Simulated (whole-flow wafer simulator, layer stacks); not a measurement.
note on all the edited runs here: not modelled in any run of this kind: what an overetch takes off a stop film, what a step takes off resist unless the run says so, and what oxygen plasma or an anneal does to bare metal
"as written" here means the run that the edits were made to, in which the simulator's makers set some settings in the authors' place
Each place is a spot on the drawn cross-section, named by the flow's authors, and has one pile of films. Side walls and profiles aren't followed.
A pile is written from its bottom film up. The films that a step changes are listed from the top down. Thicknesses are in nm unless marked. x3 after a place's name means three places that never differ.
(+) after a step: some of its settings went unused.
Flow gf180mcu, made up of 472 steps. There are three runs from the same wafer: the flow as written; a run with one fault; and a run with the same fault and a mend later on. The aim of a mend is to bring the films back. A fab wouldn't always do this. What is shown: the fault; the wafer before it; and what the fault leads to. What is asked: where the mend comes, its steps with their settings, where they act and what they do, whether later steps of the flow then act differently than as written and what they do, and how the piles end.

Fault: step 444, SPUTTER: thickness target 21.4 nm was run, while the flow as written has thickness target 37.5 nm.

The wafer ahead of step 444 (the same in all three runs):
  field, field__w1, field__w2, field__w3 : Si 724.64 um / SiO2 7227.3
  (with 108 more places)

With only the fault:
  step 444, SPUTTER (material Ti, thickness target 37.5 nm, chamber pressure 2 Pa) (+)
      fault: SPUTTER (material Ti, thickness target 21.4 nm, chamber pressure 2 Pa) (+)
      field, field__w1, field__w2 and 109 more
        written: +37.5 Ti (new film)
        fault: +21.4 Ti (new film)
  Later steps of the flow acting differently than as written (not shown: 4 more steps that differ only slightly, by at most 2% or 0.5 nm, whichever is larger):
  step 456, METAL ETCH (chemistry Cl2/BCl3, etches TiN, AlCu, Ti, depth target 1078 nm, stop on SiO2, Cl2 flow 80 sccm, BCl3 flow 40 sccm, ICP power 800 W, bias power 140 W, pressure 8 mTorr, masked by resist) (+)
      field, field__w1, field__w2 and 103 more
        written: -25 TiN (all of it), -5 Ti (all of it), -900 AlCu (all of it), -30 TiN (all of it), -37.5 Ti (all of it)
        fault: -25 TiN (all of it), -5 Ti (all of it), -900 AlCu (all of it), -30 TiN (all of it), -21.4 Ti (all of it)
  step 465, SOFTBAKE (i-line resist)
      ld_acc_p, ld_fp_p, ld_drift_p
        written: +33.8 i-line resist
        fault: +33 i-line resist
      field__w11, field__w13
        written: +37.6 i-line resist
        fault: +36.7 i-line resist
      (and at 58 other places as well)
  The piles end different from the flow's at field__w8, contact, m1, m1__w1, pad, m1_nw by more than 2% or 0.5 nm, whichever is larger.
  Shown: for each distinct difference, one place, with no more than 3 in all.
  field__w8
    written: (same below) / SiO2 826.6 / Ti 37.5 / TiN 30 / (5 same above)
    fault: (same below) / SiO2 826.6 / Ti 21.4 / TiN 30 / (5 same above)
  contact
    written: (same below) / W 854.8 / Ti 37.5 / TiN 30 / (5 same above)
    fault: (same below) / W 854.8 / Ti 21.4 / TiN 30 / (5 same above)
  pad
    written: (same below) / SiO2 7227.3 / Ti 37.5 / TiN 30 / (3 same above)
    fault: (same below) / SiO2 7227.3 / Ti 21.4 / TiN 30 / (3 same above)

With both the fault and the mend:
  After step 444 comes the mend.
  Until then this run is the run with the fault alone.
  step 444a, SPUTTER (material Ti, thickness target 16.1 nm, chamber pressure 2 Pa) (+) (the flow's step 444, run once more with other settings)
      field, field__w1, field__w2 and 109 more
        +16.1 Ti
  None of the later steps of the flow acts differently than as written at any place that is followed.
  The piles end the same as the flow's at every place that both follow.
